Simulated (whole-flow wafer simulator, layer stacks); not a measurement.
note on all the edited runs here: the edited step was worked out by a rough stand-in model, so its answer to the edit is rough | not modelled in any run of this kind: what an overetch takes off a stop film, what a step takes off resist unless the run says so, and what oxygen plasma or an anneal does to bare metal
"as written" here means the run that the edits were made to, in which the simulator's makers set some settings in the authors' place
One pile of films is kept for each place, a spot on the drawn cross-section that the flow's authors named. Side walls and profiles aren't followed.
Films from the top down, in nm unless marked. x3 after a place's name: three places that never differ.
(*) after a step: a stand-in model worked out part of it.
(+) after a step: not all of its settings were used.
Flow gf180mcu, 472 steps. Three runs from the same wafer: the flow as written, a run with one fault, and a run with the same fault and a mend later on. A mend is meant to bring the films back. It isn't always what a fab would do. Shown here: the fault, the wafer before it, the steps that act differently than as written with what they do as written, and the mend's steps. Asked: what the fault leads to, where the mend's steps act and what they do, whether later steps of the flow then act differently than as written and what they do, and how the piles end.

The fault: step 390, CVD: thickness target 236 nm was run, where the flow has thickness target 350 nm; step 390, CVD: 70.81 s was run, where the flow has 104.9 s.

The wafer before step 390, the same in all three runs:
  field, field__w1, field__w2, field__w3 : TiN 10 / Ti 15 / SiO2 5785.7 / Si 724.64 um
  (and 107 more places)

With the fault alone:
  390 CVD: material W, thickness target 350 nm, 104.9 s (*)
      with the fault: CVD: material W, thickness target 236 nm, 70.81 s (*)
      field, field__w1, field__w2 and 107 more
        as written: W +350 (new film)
        with the fault: W +237.2 (new film)
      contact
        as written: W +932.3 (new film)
        with the fault: W +819.5 (new film)
  Later steps of the flow that act differently than as written:
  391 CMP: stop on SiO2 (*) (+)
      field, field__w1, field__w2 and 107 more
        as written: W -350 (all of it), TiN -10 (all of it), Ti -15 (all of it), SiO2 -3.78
        with the fault: W -237.2 (all of it), TiN -10 (all of it), Ti -15 (all of it), SiO2 -2.65
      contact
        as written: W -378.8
        with the fault: W -264.9
  At the end the piles differ from the flow's only slightly at the places that both follow, by at most 2% or 0.5 nm, whichever is larger.

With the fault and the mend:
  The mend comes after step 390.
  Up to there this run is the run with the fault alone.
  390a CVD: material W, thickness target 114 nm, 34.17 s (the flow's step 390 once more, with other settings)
      field, field__w1, field__w2 and 108 more
        W +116
  No later step of the flow acts differently than as written, at any place that is followed, by more than 2% or 0.5 nm, whichever is larger.
  At the end the piles differ from the flow's only slightly at the places that both follow, by at most 2% or 0.5 nm, whichever is larger.
